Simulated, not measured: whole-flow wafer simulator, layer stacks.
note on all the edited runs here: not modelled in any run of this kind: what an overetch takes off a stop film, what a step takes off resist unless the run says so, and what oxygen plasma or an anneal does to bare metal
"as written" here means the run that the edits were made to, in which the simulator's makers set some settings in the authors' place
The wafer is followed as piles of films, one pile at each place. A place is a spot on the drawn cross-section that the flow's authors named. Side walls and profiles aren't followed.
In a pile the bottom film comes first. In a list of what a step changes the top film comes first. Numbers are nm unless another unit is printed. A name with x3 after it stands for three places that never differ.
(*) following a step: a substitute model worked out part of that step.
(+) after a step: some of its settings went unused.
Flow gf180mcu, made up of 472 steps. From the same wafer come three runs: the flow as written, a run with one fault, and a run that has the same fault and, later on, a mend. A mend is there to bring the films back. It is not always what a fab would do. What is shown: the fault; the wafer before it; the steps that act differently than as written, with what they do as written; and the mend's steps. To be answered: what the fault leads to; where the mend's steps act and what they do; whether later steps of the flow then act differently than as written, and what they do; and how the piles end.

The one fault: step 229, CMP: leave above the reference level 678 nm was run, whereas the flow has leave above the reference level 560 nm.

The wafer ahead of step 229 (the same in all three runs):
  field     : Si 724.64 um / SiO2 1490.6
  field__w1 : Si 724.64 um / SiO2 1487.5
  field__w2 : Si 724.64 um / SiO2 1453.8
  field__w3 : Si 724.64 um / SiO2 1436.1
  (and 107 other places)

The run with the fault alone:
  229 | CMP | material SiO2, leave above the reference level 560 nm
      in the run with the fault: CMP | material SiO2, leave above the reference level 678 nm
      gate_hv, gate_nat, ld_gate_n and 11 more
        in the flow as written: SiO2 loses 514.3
        in the run with the fault: SiO2 loses 396.3
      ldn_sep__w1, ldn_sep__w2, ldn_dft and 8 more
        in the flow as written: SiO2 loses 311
        in the run with the fault: SiO2 loses 193
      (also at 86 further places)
  Later steps of the flow acting differently than as written (1 other step is not shown; it differs only slightly, by no more than 2% or 0.5 nm, whichever is larger):
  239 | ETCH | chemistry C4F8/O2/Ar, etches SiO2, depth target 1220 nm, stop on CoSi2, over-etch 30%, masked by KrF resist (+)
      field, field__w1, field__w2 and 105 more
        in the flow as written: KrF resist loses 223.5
        in the run with the fault: KrF resist loses 244
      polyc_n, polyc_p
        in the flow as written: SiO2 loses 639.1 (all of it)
        in the run with the fault: SiO2 loses 757.1 (all of it)
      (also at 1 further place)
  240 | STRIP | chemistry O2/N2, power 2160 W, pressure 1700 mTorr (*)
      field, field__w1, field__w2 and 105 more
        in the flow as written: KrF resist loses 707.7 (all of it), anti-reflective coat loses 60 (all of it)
        in the run with the fault: KrF resist loses 687.2 (all of it), anti-reflective coat loses 60 (all of it)
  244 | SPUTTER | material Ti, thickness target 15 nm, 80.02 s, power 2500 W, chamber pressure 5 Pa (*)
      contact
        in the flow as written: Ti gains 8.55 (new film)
        in the run with the fault: Ti gains 7.98 (new film)
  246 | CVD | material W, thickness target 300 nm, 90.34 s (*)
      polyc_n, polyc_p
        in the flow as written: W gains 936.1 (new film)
        in the run with the fault: W gains 1054.1 (new film)
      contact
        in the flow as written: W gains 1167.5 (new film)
        in the run with the fault: W gains 1286.4 (new film)
  At field__w4, field__w8, contact and 9 more, the piles at the end differ from the flow's by more than 2% or 0.5 nm, whichever is larger.
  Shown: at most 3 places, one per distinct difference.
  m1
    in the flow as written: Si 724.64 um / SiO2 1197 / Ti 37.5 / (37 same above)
    in the run with the fault: Si 724.64 um / SiO2 1315 / Ti 37.5 / (37 same above)
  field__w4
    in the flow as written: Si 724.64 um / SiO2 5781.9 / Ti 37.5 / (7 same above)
    in the run with the fault: Si 724.64 um / SiO2 5899.9 / Ti 37.5 / (7 same above)
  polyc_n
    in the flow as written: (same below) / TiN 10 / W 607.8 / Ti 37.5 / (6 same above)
    in the run with the fault: (same below) / TiN 10 / W 725.8 / Ti 37.5 / (6 same above)

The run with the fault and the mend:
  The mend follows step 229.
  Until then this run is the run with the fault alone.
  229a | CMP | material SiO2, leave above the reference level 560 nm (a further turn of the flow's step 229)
      field, field__w1, field__w2 and 108 more
        SiO2 loses 118
  Later steps of the flow that are run all act as written at every place that is followed.
  At every place that both follow, the piles at the end match the flow's.
